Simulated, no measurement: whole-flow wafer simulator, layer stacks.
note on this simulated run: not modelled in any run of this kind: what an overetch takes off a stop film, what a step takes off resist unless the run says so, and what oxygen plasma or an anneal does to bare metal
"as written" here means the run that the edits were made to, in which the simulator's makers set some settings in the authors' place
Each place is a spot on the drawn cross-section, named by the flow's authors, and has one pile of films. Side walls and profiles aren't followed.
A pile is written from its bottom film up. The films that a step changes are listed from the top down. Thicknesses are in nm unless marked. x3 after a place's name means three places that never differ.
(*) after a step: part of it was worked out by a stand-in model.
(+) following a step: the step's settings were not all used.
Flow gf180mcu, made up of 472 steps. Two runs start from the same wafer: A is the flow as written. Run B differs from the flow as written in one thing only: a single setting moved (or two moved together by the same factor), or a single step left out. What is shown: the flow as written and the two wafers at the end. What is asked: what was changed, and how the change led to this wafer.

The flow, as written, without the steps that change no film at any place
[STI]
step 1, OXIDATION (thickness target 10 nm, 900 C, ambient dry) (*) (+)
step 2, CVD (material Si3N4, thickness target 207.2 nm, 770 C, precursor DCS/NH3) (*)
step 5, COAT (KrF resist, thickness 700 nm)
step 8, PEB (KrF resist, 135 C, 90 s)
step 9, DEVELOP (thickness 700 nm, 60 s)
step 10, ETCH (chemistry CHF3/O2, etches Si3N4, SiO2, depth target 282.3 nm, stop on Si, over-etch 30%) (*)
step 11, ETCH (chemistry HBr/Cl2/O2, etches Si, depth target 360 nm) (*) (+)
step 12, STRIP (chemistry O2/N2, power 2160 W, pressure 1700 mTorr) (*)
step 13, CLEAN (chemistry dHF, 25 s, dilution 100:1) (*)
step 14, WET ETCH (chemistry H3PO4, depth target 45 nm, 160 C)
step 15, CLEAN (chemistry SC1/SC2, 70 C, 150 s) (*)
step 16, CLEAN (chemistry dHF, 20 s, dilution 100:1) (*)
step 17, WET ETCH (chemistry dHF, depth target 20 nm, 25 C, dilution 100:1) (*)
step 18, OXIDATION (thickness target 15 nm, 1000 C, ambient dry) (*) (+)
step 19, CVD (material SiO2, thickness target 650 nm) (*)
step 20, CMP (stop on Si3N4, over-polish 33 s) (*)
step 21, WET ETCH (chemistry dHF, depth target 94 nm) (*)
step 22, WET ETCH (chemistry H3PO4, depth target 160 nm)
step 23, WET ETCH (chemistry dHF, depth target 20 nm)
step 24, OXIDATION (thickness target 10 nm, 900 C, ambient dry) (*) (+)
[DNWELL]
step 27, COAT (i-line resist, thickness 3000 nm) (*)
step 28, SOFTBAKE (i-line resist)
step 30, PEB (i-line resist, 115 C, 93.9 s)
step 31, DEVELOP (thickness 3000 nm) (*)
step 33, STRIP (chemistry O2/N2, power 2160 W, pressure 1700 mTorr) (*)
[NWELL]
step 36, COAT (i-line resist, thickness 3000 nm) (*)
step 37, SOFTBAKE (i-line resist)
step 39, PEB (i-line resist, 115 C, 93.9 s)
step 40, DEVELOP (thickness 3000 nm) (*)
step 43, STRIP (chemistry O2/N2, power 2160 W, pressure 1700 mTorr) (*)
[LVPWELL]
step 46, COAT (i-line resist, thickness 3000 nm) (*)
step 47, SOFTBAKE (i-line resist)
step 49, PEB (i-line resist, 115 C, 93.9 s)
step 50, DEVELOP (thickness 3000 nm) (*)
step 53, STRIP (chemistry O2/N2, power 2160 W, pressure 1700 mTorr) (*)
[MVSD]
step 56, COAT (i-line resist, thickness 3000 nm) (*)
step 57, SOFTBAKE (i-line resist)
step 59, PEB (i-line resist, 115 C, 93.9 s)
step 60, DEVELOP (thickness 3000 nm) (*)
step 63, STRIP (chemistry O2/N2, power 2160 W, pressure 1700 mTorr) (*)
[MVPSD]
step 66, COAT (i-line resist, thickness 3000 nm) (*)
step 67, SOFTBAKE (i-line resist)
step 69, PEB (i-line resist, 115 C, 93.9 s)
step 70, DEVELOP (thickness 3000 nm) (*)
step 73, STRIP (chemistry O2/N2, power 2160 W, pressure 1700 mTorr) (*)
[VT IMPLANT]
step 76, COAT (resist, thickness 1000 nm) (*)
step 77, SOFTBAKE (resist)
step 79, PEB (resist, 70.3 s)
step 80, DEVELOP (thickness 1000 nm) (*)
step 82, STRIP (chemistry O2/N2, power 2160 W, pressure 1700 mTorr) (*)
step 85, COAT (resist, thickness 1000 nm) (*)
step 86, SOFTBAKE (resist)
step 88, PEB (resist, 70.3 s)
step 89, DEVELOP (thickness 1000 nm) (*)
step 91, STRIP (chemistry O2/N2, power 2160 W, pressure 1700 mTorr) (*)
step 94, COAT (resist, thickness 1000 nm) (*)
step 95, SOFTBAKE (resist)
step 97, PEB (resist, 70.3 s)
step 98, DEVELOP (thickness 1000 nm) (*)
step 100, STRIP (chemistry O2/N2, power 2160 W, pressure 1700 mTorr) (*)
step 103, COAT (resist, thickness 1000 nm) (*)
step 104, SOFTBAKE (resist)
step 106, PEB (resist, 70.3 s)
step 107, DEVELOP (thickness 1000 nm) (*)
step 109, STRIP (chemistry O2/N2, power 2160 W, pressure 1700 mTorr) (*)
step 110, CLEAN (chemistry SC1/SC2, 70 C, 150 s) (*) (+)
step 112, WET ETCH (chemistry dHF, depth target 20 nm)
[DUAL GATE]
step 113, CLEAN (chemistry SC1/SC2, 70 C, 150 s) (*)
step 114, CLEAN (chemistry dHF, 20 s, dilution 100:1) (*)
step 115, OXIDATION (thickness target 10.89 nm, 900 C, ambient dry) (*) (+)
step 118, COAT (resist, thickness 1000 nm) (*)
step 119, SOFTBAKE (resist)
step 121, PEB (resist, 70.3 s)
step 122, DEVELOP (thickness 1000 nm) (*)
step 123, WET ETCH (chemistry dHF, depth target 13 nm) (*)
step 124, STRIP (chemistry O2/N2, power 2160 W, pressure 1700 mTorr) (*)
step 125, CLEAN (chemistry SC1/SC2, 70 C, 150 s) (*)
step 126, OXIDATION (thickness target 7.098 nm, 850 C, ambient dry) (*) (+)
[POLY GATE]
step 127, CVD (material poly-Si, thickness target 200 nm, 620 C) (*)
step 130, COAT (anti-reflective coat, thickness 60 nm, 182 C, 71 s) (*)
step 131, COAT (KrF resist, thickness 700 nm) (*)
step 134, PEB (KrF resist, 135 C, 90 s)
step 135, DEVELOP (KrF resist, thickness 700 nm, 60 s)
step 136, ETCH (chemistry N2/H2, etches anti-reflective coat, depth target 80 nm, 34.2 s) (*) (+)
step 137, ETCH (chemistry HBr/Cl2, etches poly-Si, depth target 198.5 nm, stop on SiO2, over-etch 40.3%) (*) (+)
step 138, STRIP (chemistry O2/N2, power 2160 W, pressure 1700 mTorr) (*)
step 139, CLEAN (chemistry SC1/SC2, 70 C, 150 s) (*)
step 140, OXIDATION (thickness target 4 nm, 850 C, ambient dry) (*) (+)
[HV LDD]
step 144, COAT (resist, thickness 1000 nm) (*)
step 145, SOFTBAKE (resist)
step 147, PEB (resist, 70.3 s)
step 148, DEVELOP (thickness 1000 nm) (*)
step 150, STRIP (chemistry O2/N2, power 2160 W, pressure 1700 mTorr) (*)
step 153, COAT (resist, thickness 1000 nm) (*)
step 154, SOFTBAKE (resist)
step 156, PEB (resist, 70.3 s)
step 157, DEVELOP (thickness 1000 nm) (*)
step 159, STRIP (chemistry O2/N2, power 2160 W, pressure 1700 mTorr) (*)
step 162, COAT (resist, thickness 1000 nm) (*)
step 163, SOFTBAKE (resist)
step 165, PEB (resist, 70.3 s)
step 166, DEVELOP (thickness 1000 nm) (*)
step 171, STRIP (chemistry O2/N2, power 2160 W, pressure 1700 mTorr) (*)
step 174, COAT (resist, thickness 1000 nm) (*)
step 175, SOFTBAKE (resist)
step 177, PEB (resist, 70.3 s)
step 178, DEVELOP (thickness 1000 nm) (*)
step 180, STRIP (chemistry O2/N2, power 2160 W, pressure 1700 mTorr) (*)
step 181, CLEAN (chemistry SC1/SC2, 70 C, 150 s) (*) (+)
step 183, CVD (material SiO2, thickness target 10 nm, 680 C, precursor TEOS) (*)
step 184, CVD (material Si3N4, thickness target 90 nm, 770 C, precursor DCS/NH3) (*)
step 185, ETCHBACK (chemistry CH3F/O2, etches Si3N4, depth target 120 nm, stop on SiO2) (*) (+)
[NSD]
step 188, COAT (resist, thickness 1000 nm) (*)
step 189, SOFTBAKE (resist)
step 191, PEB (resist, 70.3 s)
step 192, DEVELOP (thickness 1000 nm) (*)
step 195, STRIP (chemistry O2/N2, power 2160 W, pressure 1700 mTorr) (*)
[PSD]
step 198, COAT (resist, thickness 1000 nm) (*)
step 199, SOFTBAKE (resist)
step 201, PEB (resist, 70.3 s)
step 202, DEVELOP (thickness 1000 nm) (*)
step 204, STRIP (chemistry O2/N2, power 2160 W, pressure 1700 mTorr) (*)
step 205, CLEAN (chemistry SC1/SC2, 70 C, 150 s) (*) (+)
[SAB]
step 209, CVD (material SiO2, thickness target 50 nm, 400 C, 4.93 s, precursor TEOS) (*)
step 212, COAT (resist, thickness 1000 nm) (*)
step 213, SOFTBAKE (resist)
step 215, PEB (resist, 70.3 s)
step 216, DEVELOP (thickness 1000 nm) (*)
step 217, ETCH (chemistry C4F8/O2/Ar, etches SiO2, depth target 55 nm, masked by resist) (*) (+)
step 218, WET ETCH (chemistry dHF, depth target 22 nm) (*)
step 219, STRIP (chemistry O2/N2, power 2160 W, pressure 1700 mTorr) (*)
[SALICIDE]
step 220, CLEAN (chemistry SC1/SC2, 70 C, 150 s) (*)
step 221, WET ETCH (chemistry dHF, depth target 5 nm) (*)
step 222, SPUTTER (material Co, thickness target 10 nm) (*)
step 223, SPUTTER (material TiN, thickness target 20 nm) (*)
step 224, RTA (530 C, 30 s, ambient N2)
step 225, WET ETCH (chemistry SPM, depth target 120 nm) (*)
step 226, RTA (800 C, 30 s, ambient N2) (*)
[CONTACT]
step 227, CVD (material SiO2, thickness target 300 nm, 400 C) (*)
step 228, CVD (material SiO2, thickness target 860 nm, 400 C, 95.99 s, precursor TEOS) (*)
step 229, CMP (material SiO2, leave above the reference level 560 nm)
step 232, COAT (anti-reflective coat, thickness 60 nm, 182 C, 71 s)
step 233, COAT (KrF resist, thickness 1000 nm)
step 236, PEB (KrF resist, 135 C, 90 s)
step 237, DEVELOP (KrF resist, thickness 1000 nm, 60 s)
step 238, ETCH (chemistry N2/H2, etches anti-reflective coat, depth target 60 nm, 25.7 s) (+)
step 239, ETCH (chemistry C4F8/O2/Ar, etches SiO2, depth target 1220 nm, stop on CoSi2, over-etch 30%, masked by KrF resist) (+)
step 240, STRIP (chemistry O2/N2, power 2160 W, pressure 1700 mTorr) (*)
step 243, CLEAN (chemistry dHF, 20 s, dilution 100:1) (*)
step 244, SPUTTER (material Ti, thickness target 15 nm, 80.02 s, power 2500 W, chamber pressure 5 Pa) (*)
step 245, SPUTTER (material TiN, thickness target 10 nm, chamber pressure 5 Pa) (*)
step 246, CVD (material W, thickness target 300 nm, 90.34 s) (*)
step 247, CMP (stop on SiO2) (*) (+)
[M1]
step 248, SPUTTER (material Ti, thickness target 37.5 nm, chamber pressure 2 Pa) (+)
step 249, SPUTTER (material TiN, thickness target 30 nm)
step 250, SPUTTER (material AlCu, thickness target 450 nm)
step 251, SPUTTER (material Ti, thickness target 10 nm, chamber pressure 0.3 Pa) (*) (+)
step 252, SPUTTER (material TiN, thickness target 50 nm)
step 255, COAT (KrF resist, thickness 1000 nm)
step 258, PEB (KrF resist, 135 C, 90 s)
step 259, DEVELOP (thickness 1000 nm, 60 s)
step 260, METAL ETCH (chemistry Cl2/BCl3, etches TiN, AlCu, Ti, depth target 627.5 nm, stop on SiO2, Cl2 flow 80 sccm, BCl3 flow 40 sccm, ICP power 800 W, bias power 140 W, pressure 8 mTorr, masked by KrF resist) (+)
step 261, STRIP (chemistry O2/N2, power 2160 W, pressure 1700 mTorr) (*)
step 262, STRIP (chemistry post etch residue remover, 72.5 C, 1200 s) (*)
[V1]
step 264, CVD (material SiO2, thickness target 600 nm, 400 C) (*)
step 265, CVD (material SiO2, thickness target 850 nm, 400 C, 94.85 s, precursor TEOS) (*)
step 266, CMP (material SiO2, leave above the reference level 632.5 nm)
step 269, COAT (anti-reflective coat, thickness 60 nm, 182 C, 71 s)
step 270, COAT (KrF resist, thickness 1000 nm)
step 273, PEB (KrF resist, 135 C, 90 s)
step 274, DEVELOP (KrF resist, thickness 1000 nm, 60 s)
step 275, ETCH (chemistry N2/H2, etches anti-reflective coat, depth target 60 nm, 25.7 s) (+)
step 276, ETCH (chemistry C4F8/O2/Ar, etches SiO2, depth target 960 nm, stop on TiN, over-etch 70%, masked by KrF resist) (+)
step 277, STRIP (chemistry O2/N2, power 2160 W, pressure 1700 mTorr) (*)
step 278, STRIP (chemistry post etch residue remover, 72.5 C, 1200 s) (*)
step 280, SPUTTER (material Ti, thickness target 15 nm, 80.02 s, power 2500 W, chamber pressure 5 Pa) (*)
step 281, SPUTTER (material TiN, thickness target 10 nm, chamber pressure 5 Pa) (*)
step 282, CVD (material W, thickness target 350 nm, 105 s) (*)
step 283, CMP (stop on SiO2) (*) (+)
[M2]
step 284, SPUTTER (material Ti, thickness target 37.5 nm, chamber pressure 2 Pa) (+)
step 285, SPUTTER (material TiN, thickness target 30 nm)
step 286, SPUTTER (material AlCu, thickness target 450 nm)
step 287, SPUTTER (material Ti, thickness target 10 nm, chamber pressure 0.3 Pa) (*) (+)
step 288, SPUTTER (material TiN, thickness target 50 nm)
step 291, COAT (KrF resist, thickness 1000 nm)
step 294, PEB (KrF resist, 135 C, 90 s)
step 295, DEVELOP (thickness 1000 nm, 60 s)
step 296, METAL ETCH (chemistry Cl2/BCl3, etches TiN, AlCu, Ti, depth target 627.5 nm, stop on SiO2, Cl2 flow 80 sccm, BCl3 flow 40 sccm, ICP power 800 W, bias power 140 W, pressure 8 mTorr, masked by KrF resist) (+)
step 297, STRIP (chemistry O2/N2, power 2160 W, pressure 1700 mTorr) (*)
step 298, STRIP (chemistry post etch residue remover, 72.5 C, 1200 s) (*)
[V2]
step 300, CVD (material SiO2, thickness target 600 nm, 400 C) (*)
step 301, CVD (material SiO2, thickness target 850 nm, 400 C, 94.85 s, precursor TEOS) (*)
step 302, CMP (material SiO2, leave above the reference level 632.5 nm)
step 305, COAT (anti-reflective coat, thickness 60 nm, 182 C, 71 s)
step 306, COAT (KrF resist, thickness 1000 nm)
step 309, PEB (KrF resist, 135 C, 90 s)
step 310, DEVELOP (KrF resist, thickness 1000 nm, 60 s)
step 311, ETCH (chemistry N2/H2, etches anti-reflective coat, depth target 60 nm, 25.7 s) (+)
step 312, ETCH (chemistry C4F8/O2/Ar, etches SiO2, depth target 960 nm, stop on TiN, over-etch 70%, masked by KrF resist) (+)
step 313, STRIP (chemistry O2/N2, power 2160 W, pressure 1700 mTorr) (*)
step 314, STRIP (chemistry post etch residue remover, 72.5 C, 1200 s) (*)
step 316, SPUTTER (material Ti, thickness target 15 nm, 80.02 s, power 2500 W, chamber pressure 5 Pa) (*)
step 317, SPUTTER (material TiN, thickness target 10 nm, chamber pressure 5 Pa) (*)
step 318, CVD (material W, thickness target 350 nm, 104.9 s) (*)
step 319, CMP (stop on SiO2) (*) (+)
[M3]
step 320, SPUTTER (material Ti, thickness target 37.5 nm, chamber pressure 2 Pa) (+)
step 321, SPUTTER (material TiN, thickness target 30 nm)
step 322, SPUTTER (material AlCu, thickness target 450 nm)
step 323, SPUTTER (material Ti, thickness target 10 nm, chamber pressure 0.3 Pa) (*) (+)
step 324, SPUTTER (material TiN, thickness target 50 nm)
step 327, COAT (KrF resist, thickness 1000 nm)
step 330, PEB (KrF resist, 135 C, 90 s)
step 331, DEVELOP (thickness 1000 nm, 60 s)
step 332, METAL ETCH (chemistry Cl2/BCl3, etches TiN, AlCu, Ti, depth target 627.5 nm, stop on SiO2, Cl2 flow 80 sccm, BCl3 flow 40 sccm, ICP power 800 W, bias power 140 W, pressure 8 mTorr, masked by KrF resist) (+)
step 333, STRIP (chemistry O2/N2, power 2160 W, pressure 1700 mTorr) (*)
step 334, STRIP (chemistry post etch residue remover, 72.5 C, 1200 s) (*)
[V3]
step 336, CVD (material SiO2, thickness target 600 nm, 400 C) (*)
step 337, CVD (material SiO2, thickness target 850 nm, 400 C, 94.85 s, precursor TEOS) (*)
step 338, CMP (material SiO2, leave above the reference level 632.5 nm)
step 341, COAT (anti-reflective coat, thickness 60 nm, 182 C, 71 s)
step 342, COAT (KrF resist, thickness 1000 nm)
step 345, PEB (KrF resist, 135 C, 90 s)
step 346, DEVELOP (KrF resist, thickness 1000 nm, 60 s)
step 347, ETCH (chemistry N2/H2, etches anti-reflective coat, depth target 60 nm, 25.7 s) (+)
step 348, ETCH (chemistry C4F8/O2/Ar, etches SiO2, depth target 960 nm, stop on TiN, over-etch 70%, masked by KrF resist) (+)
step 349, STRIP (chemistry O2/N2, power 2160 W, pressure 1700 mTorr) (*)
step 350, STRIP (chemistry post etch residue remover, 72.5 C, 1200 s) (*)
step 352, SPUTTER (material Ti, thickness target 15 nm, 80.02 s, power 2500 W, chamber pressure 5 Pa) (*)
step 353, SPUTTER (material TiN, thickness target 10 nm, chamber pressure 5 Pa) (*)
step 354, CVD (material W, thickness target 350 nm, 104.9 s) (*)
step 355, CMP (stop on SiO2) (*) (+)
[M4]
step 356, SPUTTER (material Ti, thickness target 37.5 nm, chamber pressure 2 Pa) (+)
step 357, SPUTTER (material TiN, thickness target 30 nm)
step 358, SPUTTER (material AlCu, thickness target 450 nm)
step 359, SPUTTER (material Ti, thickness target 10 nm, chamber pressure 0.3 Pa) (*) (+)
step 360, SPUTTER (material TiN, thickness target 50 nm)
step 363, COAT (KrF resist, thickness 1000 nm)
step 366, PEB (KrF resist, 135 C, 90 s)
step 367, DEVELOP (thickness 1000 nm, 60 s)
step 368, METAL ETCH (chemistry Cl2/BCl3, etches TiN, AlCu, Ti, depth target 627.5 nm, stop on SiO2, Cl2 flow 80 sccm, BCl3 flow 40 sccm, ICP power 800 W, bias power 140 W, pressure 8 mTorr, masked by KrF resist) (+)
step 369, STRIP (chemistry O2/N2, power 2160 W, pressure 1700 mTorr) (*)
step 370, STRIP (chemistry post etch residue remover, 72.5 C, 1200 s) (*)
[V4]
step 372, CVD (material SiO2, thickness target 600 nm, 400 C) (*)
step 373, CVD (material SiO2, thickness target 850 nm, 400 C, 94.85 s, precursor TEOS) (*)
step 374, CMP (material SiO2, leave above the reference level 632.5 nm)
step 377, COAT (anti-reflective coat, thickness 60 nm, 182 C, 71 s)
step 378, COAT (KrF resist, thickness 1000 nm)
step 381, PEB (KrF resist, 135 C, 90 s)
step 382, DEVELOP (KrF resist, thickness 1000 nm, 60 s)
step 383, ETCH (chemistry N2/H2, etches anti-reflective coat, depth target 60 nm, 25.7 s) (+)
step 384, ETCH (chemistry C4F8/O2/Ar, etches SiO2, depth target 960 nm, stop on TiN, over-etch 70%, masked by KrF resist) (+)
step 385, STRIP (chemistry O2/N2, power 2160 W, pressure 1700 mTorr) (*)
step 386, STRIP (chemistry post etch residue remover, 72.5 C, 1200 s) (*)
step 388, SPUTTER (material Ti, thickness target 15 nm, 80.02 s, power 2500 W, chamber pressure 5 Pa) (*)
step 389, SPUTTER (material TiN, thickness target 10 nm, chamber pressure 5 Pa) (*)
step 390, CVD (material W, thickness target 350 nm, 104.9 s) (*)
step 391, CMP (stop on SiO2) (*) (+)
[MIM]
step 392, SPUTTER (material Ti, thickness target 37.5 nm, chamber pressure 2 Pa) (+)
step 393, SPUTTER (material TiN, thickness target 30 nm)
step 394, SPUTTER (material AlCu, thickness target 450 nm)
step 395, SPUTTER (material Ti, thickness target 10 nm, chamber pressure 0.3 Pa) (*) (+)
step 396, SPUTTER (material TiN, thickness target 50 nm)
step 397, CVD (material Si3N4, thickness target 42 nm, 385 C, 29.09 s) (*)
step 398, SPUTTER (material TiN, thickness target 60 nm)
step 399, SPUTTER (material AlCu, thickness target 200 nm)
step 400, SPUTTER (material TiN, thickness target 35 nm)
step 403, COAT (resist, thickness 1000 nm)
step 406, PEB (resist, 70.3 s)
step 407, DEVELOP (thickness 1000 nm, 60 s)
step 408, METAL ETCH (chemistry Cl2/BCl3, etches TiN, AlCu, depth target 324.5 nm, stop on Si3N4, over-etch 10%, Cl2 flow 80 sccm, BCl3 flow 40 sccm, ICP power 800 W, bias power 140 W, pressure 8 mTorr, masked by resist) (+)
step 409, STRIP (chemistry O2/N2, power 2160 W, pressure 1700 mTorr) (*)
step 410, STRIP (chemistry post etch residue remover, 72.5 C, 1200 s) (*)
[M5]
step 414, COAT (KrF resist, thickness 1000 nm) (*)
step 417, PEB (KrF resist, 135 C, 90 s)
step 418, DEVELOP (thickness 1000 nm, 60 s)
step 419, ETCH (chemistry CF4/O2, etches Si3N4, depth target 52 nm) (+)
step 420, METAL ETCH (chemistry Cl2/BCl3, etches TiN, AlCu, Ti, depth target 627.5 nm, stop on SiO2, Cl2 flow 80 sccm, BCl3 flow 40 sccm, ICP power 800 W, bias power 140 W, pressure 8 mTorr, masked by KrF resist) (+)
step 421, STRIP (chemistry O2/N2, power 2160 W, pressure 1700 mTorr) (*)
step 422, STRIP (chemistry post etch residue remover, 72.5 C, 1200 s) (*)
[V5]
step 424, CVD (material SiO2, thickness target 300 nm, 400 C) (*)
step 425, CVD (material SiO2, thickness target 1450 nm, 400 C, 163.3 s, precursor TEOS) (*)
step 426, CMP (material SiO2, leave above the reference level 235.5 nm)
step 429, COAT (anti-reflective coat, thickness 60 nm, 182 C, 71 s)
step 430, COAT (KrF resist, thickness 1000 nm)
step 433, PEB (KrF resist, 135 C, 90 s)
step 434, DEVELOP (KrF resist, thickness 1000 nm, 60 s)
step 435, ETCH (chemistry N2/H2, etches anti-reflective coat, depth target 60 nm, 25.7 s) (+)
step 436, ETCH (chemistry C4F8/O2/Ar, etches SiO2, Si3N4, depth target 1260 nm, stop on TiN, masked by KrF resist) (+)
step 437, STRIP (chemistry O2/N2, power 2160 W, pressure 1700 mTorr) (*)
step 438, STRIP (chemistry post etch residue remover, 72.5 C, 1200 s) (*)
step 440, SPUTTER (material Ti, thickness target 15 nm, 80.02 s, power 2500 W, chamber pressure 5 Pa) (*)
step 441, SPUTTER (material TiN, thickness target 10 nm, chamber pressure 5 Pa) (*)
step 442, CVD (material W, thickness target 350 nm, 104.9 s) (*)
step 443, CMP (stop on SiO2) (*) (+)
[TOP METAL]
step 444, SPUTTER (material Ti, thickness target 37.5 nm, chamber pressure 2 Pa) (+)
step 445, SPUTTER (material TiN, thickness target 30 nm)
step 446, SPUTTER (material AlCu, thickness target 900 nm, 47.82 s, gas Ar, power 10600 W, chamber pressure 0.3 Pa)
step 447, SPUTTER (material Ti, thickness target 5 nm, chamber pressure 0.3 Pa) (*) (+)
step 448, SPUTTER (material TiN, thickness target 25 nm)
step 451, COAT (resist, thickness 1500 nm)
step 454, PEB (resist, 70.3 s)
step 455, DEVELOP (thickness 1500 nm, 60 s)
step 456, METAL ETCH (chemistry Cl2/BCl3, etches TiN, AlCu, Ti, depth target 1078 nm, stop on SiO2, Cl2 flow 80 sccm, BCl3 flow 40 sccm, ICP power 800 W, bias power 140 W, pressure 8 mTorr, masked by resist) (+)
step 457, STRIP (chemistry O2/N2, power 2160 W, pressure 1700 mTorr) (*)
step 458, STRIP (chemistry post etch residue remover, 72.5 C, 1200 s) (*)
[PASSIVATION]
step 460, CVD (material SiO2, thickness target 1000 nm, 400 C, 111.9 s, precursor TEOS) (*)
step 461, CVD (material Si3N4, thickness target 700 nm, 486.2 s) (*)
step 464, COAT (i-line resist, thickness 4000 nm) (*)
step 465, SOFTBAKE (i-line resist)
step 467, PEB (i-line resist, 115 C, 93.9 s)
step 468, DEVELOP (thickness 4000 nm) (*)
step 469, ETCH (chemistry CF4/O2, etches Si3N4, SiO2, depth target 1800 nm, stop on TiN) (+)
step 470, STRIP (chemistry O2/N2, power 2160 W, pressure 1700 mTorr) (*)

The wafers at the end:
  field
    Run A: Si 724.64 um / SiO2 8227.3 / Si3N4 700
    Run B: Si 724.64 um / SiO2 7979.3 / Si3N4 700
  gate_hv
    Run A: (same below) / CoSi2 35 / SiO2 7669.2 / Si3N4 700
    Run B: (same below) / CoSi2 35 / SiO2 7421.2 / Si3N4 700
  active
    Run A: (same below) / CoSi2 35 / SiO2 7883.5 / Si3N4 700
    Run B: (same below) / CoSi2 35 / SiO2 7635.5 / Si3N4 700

The reason: step 394, SPUTTER: thickness target 202 nm was run, while the flow as written has thickness target 450 nm.

The path from the change to this, step by step:
  step 394, SPUTTER (material AlCu, thickness target 450 nm)
      field, field__w1, field__w2 and 108 more: A AlCu gains 450 (new film) | B AlCu gains 202 (new film)
  step 420, METAL ETCH (chemistry Cl2/BCl3, etches TiN, AlCu, Ti, depth target 627.5 nm, stop on SiO2, Cl2 flow 80 sccm, BCl3 flow 40 sccm, ICP power 800 W, bias power 140 W, pressure 8 mTorr, masked by KrF resist) (+)
      field, field__w1, field__w2 and 101 more: A TiN loses 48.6 (all of it), Ti loses 10 (all of it), AlCu loses 450 (all of it), TiN loses 30 (all of it), Ti loses 37.5 (all of it) | B TiN loses 48.6 (all of it), Ti loses 10 (all of it), AlCu loses 202 (all of it), TiN loses 30 (all of it), Ti loses 37.5 (all of it)
      field__w4, field__w8, contact, m1, m1__w1, mim, mim_1p0, m1_nw: A KrF resist loses 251 | B KrF resist loses 196.8
  step 421, STRIP (chemistry O2/N2, power 2160 W, pressure 1700 mTorr) (*)
      field__w8, m1__w1: A KrF resist loses 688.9 (all of it) | B KrF resist loses 743 (all of it)
      contact, m1: A KrF resist loses 689.3 (all of it) | B KrF resist loses 743.5 (all of it)
      (and at 4 other places as well)
  step 426, CMP (material SiO2, leave above the reference level 235.5 nm)
      field, field__w1, field__w5 and 92 more: A SiO2 loses 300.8 | B SiO2 loses 548.8
      field__w2, field__w3, field__w12 and 6 more: A SiO2 loses 272.7 | B SiO2 loses 532
